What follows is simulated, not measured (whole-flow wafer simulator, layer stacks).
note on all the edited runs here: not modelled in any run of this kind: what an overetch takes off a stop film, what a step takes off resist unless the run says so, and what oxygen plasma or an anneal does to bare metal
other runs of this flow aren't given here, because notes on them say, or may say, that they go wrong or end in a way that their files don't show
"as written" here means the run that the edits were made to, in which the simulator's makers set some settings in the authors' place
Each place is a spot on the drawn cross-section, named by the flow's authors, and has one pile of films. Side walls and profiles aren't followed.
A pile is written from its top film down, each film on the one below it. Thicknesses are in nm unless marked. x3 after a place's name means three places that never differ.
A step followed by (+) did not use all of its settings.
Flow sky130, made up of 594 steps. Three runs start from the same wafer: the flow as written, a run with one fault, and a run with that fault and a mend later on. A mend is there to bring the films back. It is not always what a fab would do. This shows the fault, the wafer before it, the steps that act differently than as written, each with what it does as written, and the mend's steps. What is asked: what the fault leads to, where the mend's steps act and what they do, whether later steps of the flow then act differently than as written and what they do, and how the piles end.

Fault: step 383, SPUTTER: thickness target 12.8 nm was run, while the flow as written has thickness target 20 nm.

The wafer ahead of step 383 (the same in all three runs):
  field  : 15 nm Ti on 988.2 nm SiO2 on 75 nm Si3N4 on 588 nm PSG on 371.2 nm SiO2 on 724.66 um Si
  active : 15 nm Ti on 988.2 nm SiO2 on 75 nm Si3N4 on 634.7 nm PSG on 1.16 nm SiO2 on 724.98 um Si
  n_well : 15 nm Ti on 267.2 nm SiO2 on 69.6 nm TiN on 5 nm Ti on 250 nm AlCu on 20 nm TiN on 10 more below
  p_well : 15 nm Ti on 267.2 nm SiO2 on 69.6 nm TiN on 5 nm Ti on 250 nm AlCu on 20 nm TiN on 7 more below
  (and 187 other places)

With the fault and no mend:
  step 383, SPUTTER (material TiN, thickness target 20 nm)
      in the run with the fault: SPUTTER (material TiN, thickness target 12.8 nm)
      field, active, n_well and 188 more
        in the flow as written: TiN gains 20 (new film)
        in the run with the fault: TiN gains 12.8 (new film)
  Steps later in the flow that act otherwise than as written (16 more steps, not shown, differ only slightly: by at most 2% or 0.5 nm, whichever is larger):
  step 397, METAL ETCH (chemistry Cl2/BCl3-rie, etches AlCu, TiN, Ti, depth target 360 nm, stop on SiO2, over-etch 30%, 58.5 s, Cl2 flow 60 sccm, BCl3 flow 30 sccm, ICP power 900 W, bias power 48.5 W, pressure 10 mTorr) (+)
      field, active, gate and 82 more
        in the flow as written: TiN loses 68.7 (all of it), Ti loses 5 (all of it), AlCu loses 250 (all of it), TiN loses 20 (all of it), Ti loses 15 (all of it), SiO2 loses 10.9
        in the run with the fault: TiN loses 68.7 (all of it), Ti loses 5 (all of it), AlCu loses 250 (all of it), TiN loses 12.8 (all of it), Ti loses 15 (all of it), SiO2 loses 11.7
  By the end, the piles at n_well, p_well, gate_hv and 103 more depart from the flow's by more than 2% or 0.5 nm, whichever is larger.
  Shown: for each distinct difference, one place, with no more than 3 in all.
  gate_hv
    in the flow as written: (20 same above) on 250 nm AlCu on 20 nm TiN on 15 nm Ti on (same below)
    in the run with the fault: (20 same above) on 250 nm AlCu on 12.8 nm TiN on 15 nm Ti on (same below)
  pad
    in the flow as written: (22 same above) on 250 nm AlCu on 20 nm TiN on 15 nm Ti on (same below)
    in the run with the fault: (22 same above) on 250 nm AlCu on 12.8 nm TiN on 15 nm Ti on (same below)
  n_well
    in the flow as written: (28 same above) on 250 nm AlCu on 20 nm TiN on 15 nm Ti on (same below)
    in the run with the fault: (28 same above) on 250 nm AlCu on 12.8 nm TiN on 15 nm Ti on (same below)

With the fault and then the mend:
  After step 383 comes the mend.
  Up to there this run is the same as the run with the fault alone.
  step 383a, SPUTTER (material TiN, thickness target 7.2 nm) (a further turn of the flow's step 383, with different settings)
      field, active, n_well and 188 more
        TiN gains 7.2
  Every later step of the flow that is run acts as written at every place that is followed.
  By the end, the piles equal the flow's at every place that both follow.
